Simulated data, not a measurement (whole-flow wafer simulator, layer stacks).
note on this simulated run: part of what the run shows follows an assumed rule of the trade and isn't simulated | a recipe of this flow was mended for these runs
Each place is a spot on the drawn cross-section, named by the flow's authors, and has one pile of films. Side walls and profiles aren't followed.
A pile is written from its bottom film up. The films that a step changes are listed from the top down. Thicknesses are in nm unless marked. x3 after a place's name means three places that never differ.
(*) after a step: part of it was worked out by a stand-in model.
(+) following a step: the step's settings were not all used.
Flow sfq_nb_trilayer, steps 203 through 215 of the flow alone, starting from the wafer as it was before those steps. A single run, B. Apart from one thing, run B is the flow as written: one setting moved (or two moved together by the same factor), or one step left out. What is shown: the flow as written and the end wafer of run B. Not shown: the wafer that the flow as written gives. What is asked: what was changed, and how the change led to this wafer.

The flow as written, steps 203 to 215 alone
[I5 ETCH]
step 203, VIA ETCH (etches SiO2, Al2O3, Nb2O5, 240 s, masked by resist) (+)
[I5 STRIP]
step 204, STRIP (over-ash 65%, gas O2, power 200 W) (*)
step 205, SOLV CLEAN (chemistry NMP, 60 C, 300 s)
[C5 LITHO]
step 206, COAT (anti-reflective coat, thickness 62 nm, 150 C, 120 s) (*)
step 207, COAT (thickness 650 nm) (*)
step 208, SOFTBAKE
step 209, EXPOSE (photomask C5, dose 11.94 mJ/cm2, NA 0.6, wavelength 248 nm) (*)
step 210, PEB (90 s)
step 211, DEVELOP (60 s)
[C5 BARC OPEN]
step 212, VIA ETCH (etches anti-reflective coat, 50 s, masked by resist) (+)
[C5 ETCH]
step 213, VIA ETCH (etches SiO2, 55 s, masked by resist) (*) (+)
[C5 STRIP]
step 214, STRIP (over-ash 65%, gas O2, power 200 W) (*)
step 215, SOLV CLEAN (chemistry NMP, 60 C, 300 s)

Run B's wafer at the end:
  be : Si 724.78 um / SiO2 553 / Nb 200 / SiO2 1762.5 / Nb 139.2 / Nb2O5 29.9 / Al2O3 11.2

What caused this: step 203, VIA ETCH: 144 s was run, while the flow as written has 240 s.

Step by step, how the change led to this:
  step 203, VIA ETCH (etches SiO2, Al2O3, Nb2O5, 240 s, masked by resist) (+)
      be: SiO2 loses 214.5 (all of it), Al2O3 loses 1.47 (in the flow as written it would be: SiO2 loses 214.5 (all of it), Al2O3 loses 12.7 (all of it), Nb2O5 loses 29.9 (all of it), Nb loses 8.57)
      field_l, v_sur, via_wl and 102 more: KrF-resist-other-grade loses 144 (in the flow as written it would be: KrF-resist-other-grade loses 240)
  step 204, STRIP (over-ash 65%, gas O2, power 200 W) (*)
      p4_fl x5, p4_w1 x9, p3_s0 x9, l0r_line_l x3, l0r_space_c x19, m0r_space_l x2: KrF-resist-other-grade loses 411.7 (all of it), anti-reflective coat loses 62 (all of it) (in the flow as written it would be: KrF-resist-other-grade loses 315.7 (all of it), anti-reflective coat loses 62 (all of it))
      wl_b_sl, wl_b_m5, wl_b_sr and 14 more: KrF-resist-other-grade loses 411.6 (all of it), anti-reflective coat loses 62 (all of it) (in the flow as written it would be: KrF-resist-other-grade loses 315.6 (all of it), anti-reflective coat loses 62 (all of it))
      (also at 41 further places)
  step 206, COAT (anti-reflective coat, thickness 62 nm, 150 C, 120 s) (*)
      be: anti-reflective coat gains 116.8 (new film) (in the flow as written it would be: anti-reflective coat gains 124.3 (new film))
  step 207, COAT (thickness 650 nm) (*)
      be: KrF-resist-other-grade gains 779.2 (new film) (in the flow as written it would be: KrF-resist-other-grade gains 815 (new film))
  step 214, STRIP (over-ash 65%, gas O2, power 200 W) (*)
      be: KrF-resist-other-grade loses 670 (all of it), anti-reflective coat loses 116.8 (all of it) (in the flow as written it would be: KrF-resist-other-grade loses 705.8 (all of it), anti-reflective coat loses 124.3 (all of it))
